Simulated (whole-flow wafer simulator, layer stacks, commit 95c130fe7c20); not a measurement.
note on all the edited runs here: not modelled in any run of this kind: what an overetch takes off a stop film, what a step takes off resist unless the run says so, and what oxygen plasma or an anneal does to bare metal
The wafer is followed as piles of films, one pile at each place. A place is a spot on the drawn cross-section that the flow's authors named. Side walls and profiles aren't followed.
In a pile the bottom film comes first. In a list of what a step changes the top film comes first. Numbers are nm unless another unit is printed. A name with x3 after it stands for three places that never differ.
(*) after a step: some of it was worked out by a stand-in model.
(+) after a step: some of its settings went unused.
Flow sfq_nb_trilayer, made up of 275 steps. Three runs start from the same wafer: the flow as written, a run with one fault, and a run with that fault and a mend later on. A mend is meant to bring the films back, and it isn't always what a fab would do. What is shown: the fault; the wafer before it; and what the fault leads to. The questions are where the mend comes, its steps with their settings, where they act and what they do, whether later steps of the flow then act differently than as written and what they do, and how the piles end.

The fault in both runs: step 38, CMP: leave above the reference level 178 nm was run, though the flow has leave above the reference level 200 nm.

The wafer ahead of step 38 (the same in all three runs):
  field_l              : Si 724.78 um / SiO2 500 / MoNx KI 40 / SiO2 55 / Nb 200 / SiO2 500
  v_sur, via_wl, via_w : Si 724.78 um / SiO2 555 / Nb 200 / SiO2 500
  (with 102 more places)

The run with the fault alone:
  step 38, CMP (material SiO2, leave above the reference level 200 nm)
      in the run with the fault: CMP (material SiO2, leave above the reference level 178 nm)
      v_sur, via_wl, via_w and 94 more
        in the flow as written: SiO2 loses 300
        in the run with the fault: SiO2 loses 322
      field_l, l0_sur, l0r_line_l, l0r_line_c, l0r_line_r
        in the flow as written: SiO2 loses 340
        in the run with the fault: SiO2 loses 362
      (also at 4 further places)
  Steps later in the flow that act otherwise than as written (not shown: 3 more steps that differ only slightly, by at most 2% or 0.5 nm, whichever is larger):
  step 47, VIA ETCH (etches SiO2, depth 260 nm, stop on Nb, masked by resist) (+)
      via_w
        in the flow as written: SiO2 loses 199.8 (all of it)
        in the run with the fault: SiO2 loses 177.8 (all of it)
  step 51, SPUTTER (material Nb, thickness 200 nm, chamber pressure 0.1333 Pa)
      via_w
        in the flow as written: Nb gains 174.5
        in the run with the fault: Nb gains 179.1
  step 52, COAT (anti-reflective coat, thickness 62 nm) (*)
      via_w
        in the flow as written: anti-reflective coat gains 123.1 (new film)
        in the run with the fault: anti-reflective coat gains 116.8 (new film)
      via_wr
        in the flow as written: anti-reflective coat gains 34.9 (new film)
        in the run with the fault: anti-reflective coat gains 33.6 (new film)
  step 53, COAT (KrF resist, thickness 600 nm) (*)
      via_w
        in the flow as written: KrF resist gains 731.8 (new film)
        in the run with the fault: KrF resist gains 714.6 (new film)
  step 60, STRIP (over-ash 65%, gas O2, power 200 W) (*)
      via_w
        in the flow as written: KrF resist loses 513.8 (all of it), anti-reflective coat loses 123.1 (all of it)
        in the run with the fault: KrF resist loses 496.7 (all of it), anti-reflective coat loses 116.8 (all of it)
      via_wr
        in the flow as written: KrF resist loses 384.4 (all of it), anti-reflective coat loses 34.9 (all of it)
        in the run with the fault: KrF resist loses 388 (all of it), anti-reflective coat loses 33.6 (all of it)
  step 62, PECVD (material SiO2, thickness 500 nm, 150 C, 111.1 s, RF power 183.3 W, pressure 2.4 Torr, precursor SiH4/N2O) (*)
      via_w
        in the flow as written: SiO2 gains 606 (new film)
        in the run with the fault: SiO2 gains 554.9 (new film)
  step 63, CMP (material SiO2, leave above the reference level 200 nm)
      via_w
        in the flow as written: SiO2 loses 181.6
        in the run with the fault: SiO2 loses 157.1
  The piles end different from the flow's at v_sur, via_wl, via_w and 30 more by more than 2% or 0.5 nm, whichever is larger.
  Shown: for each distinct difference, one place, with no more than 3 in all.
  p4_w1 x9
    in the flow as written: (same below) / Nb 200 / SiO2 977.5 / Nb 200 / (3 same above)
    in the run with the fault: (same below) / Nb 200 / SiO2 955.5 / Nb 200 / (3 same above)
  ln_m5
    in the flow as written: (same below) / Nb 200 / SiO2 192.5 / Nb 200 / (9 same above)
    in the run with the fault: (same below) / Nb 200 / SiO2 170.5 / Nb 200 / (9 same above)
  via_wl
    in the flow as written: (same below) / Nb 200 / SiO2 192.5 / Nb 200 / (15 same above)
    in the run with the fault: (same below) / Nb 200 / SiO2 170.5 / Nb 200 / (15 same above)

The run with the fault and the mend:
  After step 39 comes the mend.
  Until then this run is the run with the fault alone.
  step 39a, PECVD (material SiO2, thickness 22 nm, 150 C, 4.889 s, RF power 183.3 W, pressure 2.4 Torr, precursor SiH4/N2O) (a further turn of the flow's step 37, with different settings)
      field_l, v_sur, via_wl and 103 more
        SiO2 gains 22
  Every later step of the flow that is run acts as written, at every place that is followed, to within 2% or 0.5 nm, whichever is larger.
  The piles end only slightly different from the flow's at the places that both follow, by no more than 2% or 0.5 nm, whichever is larger.
